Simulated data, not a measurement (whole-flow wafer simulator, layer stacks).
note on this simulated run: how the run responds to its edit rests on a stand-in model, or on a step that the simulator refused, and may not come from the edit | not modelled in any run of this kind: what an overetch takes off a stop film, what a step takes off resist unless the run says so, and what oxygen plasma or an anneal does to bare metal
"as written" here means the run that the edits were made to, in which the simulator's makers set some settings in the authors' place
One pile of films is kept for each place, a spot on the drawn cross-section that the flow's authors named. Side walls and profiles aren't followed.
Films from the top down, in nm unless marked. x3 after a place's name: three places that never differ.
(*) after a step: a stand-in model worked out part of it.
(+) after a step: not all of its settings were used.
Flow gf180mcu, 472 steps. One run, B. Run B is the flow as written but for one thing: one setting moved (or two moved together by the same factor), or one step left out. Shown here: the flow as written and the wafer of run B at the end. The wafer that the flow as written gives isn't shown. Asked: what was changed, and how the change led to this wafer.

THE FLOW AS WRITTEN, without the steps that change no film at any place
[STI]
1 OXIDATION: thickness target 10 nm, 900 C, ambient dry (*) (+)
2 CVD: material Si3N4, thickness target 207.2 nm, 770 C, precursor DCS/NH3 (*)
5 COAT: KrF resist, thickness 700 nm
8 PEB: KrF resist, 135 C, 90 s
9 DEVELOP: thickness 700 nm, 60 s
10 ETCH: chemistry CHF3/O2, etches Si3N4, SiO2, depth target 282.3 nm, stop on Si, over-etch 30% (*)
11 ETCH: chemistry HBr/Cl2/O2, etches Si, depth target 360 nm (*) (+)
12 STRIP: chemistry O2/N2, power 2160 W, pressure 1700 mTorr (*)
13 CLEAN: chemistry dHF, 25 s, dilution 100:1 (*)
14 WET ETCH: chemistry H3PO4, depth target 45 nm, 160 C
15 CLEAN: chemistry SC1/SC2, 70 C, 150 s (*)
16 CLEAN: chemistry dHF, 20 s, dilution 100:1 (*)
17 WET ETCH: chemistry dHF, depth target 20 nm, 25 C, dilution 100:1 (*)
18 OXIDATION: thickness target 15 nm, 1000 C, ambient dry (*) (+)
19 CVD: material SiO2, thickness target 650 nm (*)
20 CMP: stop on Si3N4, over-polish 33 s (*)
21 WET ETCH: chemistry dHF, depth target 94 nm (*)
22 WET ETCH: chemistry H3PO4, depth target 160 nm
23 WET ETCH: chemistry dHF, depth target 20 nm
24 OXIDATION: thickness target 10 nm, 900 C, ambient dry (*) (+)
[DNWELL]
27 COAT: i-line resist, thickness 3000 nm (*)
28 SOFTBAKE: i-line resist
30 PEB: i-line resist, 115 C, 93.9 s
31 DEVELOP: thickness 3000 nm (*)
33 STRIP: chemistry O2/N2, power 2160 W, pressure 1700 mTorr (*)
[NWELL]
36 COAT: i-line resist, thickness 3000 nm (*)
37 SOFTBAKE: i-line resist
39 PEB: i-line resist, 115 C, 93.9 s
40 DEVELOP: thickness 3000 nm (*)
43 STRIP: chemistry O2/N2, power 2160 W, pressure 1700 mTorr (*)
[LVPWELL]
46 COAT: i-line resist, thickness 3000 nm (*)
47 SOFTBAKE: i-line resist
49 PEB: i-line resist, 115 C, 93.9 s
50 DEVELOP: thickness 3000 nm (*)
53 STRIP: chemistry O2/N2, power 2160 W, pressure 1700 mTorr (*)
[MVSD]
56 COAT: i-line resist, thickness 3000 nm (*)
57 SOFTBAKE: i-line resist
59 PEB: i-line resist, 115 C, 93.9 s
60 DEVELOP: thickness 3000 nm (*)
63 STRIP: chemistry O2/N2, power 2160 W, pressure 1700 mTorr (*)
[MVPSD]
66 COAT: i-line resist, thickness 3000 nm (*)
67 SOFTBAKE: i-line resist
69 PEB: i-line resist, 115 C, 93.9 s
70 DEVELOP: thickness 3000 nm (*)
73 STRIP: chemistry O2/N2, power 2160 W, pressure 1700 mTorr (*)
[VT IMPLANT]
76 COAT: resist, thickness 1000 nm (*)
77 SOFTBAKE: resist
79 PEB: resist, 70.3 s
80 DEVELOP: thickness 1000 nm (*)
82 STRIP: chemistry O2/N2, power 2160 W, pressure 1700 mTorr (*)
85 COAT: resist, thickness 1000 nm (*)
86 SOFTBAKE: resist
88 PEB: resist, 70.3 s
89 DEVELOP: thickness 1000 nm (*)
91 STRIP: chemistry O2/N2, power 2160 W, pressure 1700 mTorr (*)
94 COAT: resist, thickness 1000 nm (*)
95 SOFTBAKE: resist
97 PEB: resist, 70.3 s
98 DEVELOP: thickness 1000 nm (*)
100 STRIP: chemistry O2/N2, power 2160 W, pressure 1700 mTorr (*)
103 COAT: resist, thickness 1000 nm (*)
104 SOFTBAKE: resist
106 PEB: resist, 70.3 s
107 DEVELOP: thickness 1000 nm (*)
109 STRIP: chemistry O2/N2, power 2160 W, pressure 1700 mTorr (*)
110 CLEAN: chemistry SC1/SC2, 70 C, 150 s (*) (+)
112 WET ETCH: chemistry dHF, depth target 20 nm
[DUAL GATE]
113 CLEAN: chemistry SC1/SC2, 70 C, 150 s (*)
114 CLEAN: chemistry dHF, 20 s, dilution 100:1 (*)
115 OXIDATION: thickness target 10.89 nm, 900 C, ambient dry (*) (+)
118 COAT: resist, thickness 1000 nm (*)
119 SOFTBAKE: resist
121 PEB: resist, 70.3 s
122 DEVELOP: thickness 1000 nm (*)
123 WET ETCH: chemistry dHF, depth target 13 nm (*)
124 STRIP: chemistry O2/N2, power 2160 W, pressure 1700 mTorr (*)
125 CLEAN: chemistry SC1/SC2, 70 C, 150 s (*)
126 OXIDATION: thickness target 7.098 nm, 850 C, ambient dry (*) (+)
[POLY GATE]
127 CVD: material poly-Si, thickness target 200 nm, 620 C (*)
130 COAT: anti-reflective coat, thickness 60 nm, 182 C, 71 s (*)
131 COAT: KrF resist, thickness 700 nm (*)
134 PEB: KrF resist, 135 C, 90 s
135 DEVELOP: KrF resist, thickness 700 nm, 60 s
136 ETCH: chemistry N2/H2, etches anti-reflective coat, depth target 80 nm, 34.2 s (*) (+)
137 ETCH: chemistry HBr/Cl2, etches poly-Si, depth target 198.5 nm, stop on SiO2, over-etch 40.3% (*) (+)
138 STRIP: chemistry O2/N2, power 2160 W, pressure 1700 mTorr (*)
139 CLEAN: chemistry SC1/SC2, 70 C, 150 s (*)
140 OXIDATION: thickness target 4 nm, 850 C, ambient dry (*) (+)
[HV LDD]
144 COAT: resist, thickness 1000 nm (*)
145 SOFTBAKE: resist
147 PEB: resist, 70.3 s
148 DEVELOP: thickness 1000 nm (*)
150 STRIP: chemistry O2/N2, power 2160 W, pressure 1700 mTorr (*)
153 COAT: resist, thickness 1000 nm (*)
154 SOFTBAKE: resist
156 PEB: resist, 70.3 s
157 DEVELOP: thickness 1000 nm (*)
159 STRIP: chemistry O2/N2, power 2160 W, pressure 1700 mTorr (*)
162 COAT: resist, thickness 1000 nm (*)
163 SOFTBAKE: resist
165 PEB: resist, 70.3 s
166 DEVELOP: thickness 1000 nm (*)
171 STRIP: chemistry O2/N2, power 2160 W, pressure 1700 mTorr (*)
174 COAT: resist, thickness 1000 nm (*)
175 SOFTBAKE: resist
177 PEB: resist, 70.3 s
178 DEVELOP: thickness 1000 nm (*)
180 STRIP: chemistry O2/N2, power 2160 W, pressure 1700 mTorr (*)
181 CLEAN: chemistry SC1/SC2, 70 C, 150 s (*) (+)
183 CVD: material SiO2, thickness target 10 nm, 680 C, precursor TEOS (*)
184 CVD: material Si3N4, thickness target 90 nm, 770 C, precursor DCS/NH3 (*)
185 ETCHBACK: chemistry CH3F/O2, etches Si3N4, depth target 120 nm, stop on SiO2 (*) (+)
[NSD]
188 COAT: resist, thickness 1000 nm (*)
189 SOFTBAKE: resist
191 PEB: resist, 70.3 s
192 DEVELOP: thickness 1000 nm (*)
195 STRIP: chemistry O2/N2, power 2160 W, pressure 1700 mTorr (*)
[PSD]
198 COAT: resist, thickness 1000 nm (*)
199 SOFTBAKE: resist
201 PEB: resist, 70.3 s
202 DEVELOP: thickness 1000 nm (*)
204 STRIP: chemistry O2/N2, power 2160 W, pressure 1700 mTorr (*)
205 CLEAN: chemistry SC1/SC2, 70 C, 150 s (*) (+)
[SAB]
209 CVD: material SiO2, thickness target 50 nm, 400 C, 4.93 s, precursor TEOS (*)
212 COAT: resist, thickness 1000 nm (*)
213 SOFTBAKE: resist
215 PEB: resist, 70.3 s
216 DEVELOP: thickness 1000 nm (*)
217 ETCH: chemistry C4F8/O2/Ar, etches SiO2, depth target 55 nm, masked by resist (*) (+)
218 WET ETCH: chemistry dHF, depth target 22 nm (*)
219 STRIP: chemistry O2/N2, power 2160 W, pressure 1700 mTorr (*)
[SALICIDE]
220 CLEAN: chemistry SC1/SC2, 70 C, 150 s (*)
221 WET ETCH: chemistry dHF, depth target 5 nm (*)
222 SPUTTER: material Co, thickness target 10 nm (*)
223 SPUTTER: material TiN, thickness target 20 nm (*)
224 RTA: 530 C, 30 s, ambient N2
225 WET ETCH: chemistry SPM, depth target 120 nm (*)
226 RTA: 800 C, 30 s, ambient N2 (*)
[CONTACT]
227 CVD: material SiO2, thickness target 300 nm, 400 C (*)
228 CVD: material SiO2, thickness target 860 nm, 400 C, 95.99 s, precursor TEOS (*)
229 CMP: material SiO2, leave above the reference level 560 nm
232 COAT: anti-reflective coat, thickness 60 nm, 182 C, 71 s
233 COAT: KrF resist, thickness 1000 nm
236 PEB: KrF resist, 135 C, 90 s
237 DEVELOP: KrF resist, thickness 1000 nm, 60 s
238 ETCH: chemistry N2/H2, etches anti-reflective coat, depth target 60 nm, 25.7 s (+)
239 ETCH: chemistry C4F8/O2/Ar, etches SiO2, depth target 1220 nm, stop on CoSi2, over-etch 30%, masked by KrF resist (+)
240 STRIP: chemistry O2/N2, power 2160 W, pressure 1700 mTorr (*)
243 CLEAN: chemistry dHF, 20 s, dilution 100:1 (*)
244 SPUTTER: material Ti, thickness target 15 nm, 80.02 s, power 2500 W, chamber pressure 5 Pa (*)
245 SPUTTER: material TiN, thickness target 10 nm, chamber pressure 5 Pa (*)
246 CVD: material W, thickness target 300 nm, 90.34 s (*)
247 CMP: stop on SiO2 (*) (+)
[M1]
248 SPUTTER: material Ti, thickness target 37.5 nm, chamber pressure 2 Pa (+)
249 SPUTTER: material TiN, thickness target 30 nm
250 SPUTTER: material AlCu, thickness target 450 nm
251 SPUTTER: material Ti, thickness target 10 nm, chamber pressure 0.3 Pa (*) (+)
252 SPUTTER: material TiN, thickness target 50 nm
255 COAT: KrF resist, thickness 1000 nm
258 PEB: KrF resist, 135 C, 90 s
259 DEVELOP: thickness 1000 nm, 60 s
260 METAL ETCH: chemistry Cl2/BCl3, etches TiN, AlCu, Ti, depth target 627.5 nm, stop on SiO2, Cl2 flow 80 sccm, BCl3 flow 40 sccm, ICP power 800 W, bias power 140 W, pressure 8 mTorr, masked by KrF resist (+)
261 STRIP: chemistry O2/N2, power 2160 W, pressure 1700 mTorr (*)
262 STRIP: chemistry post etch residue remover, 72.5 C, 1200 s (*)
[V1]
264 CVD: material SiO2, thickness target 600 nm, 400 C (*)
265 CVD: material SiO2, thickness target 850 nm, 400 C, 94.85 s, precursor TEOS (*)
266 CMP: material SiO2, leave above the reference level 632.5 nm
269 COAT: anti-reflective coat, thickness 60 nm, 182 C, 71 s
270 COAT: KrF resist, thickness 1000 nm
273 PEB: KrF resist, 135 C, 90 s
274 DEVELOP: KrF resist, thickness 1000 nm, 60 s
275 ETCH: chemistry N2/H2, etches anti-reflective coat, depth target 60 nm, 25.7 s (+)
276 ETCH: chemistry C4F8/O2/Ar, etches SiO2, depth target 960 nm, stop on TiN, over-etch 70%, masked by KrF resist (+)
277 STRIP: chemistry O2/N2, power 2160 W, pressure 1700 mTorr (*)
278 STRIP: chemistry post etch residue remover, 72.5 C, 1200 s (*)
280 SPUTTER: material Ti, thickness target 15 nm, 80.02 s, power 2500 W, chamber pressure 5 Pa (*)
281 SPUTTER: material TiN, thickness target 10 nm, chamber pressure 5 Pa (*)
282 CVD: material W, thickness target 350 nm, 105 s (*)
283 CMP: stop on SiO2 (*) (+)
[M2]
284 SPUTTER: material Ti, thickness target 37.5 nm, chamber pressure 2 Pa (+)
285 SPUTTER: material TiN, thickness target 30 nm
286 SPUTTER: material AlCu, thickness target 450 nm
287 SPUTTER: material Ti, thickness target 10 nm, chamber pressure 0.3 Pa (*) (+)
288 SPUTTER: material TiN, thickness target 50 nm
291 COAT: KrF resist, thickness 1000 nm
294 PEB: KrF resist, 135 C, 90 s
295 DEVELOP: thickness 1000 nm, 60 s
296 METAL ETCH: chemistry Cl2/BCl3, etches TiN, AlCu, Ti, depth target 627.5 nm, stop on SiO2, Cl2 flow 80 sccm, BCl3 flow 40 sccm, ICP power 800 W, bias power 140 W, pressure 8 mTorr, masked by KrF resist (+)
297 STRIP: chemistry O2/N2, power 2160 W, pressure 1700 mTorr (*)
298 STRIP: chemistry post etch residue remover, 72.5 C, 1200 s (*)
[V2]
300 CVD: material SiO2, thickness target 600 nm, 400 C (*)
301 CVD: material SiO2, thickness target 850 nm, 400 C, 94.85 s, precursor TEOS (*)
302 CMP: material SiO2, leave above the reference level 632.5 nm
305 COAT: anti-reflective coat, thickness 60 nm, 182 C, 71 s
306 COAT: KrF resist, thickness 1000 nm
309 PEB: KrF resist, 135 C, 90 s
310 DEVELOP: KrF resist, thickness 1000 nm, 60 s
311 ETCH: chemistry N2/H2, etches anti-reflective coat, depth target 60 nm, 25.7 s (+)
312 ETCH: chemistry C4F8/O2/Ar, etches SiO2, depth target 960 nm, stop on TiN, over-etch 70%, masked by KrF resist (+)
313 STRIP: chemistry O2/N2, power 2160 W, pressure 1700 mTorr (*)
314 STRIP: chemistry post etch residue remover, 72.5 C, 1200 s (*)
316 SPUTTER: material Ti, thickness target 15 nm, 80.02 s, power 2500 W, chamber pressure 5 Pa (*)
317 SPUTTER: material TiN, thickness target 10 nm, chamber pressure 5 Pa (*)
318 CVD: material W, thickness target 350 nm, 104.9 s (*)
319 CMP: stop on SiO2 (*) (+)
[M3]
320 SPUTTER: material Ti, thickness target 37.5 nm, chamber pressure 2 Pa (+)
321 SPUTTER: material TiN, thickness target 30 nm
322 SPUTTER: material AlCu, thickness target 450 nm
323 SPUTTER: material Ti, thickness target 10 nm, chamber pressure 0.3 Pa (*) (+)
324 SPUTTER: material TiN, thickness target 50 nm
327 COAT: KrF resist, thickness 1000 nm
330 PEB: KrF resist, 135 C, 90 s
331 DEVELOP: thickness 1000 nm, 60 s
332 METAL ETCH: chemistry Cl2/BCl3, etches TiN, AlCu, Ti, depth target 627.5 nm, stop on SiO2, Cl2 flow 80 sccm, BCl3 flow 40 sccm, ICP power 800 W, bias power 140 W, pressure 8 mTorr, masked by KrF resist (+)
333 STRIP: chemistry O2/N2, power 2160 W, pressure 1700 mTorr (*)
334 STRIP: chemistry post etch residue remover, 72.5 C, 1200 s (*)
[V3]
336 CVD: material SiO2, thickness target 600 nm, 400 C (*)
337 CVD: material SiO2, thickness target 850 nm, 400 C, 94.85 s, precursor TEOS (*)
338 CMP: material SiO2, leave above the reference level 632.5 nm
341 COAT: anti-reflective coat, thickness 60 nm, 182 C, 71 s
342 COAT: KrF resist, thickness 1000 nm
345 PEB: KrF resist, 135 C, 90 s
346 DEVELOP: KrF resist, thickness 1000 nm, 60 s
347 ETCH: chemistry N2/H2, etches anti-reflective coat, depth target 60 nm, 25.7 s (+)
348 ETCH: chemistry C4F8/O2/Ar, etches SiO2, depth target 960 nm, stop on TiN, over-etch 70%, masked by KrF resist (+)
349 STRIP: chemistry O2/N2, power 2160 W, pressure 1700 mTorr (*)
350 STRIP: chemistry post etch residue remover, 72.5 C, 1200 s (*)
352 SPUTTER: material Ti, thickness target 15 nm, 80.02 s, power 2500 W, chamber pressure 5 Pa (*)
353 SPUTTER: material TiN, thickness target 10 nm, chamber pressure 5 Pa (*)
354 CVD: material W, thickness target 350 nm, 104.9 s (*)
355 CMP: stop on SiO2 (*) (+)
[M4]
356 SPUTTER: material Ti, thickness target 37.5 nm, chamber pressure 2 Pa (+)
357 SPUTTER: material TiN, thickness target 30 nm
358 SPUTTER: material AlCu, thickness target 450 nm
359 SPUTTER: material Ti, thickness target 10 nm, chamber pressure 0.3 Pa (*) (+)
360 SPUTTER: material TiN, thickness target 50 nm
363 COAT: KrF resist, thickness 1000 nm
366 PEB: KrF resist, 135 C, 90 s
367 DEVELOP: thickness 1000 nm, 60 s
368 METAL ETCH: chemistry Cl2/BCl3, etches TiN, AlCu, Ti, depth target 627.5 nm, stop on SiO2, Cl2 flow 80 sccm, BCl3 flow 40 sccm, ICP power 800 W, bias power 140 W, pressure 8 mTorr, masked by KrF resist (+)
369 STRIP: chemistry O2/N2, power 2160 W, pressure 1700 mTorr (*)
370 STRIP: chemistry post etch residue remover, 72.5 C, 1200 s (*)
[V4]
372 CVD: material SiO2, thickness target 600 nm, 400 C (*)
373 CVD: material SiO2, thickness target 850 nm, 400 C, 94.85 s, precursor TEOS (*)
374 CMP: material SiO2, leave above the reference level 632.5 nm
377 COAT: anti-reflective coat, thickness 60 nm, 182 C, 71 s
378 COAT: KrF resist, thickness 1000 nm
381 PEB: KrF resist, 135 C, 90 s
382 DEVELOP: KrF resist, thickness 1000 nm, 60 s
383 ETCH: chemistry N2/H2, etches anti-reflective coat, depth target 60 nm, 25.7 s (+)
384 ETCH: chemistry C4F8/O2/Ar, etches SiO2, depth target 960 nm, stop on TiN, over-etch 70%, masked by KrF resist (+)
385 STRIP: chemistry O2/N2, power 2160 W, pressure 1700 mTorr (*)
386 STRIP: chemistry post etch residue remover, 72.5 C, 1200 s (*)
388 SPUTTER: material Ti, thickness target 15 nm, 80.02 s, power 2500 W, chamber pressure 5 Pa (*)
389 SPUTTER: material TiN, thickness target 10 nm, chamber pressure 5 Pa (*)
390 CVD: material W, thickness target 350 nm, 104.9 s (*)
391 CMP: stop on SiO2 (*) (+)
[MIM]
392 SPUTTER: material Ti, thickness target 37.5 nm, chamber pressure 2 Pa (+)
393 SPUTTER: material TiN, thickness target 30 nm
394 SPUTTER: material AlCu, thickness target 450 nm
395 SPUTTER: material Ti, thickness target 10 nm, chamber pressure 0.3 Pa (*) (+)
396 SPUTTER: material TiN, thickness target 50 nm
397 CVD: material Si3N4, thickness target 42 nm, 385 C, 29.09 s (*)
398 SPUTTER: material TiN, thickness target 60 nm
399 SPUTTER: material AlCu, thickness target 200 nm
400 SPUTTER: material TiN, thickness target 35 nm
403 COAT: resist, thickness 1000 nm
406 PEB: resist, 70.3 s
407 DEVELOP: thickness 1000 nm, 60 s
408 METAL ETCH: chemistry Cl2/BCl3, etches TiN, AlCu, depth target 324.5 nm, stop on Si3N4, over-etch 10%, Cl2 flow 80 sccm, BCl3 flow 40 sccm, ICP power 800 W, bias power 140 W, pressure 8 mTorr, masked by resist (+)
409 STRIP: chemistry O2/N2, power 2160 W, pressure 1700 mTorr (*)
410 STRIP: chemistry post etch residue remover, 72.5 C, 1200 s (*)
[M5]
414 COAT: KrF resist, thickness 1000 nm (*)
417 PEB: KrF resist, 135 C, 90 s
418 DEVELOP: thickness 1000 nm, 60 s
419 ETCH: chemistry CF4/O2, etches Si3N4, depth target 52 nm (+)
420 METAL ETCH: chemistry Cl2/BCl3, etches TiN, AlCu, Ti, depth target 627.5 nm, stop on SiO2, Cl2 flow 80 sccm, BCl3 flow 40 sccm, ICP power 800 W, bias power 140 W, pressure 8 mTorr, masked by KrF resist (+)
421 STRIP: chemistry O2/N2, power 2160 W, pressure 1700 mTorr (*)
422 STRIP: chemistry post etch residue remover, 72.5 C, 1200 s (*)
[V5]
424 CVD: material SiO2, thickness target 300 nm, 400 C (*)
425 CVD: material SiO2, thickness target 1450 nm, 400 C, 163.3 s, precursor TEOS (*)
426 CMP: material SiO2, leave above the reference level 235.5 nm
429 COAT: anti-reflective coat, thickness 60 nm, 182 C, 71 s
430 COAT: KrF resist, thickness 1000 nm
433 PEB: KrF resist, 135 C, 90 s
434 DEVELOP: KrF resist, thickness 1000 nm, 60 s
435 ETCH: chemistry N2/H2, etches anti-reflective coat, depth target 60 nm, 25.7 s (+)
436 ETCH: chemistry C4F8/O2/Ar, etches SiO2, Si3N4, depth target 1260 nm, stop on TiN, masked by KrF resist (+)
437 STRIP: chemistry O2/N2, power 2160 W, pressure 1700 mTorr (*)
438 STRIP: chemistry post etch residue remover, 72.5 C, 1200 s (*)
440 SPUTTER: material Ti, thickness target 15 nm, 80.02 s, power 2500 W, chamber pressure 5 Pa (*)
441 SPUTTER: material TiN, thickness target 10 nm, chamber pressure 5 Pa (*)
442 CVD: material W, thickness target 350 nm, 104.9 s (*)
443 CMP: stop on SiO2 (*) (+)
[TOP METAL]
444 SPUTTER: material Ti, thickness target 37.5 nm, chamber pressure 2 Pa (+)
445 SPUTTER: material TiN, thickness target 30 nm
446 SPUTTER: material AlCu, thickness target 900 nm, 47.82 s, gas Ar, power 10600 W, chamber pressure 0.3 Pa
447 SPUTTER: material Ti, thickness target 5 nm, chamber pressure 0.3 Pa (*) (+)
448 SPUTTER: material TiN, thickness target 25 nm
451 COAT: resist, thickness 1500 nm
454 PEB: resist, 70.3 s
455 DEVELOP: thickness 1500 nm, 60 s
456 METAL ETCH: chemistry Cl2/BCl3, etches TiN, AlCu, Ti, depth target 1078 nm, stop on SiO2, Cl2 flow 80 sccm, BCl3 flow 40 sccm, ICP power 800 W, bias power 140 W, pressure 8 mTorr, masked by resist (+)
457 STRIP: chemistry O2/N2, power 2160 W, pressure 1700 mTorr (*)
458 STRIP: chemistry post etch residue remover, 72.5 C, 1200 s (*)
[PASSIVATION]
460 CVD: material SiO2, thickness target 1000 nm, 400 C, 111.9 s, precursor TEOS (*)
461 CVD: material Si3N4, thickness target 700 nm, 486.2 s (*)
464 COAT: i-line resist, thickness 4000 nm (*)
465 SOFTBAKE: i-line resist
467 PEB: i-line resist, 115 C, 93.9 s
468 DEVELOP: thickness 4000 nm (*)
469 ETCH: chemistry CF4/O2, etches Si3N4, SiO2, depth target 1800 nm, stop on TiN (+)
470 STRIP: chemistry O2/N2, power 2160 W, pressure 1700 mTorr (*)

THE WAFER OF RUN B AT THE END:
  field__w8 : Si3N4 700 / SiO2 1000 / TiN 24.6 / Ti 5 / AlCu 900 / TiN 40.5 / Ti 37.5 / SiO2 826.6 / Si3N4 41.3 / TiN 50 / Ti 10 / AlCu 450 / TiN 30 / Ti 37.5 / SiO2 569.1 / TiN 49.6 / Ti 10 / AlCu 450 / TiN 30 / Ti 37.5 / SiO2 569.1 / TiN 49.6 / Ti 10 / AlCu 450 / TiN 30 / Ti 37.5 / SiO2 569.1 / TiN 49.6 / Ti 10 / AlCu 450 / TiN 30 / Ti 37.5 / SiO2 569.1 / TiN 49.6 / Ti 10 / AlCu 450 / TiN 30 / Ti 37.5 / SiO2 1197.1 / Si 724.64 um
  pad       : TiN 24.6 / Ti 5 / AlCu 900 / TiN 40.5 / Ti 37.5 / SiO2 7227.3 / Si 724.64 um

The cause: step 445, SPUTTER: thickness target 40.5 nm was run, where the flow has thickness target 30 nm.
It can be read off the wafer: field__w8 has TiN 40.5, and step 445 as written asks for 30 nm.

How the change led to this, step by step:
  445 SPUTTER: material TiN, thickness target 30 nm
      field, field__w1, field__w2 and 109 more: TiN +40.5 (new film) (as written it would be: TiN +30 (new film))
  456 METAL ETCH: chemistry Cl2/BCl3, etches TiN, AlCu, Ti, depth target 1078 nm, stop on SiO2, Cl2 flow 80 sccm, BCl3 flow 40 sccm, ICP power 800 W, bias power 140 W, pressure 8 mTorr, masked by resist (+)
      field, field__w1, field__w2 and 103 more: TiN -25 (all of it), Ti -5 (all of it), AlCu -900 (all of it), TiN -40.5 (all of it), Ti -37.5 (all of it) (as written it would be: TiN -25 (all of it), Ti -5 (all of it), AlCu -900 (all of it), TiN -30 (all of it), Ti -37.5 (all of it))
  465 SOFTBAKE: i-line resist
      gate: i-line resist -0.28 (as written it would be: i-line resist +1.79)
      field__w11, field__w13: i-line resist +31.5 (as written it would be: i-line resist +37.6)
      (and at 57 more places)
